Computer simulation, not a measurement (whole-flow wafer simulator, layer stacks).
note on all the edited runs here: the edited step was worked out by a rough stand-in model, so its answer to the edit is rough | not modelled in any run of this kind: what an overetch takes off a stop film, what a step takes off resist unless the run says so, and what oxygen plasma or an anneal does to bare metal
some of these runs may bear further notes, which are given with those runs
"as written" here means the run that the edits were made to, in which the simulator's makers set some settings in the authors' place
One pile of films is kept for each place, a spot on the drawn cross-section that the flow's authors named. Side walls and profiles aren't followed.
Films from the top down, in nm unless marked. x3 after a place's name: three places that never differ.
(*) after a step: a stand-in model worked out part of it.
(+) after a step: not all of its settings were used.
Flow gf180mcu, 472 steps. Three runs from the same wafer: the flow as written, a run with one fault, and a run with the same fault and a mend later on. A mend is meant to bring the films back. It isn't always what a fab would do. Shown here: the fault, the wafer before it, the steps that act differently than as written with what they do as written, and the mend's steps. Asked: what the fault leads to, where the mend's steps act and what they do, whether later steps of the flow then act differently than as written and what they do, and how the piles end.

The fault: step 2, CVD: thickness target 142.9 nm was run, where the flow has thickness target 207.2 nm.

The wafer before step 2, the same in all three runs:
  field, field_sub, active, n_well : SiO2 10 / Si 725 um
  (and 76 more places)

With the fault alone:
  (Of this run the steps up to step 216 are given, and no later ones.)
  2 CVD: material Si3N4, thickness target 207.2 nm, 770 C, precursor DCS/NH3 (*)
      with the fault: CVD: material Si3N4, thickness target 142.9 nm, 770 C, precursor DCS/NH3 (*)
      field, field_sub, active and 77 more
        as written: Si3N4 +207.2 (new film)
        with the fault: Si3N4 +142.9 (new film)
  Later steps of the flow that act differently than as written (13 more steps differ only slightly, by at most 2% or 0.5 nm, whichever is larger, and aren't shown):
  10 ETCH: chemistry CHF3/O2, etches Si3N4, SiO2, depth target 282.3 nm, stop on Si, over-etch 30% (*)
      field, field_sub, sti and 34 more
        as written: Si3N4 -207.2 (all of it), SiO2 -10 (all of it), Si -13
        with the fault: Si3N4 -142.9 (all of it), SiO2 -10 (all of it), Si -25.9
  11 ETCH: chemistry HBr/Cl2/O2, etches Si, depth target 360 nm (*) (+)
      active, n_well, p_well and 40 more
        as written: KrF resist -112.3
        with the fault: KrF resist -108
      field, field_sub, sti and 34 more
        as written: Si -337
        with the fault: Si -324.1
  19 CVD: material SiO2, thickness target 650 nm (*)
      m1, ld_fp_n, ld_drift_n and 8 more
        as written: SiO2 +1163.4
        with the fault: SiO2 +1099.2
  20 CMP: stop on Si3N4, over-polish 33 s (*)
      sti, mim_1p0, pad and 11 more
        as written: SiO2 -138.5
        with the fault: SiO2 -202.7
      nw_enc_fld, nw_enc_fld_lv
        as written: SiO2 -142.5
        with the fault: SiO2 -206.7
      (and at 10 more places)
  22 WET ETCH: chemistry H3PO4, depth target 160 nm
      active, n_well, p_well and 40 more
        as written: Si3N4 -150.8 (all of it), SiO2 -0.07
        with the fault: Si3N4 -86.5 (all of it), SiO2 -0.57
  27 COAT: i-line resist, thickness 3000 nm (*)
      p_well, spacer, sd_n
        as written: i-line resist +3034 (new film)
        with the fault: i-line resist +2971.2 (new film)
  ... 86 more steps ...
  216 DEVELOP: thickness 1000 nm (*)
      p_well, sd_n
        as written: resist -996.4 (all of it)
        with the fault: resist -933.7 (all of it)
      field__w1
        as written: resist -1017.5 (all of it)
        with the fault: resist -1047.4 (all of it)
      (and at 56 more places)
  After step 216 the piles differ from the flow's by more than 2% or 0.5 nm, whichever is larger, at field, field__w1, field__w2 and 68 more.
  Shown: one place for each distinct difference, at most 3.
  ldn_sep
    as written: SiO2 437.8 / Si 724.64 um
    with the fault: SiO2 374.1 / Si 724.64 um
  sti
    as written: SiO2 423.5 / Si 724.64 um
    with the fault: SiO2 359.8 / Si 724.64 um
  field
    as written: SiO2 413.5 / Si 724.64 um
    with the fault: SiO2 349.8 / Si 724.64 um

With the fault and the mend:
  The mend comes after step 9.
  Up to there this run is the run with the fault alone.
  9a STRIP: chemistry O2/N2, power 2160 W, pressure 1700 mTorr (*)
      active, n_well, p_well and 40 more
        KrF resist -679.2 (all of it)
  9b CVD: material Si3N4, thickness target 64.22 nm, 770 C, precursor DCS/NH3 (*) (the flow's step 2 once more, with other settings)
      field, field_sub, active and 77 more
        Si3N4 +64.2
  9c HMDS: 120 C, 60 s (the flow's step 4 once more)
      changes no film at any place that is followed
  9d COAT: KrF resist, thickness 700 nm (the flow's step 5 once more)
      field, field_sub, active and 77 more
        KrF resist +700 (new film)
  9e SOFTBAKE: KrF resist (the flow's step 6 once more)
      changes no film at any place that is followed
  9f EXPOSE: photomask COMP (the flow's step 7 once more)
      changes no film at any place that is followed
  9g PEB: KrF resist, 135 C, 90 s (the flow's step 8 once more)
      field, field_sub, active and 77 more
        KrF resist -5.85
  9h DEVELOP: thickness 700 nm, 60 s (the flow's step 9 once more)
      active, n_well, p_well and 40 more
        KrF resist -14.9
      field, field_sub, sti and 34 more
        KrF resist -694.2 (all of it)
  No later step of the flow acts differently than as written, at any place that is followed, by more than 2% or 0.5 nm, whichever is larger.
  At the end the piles are the same as the flow's at every place that both follow.
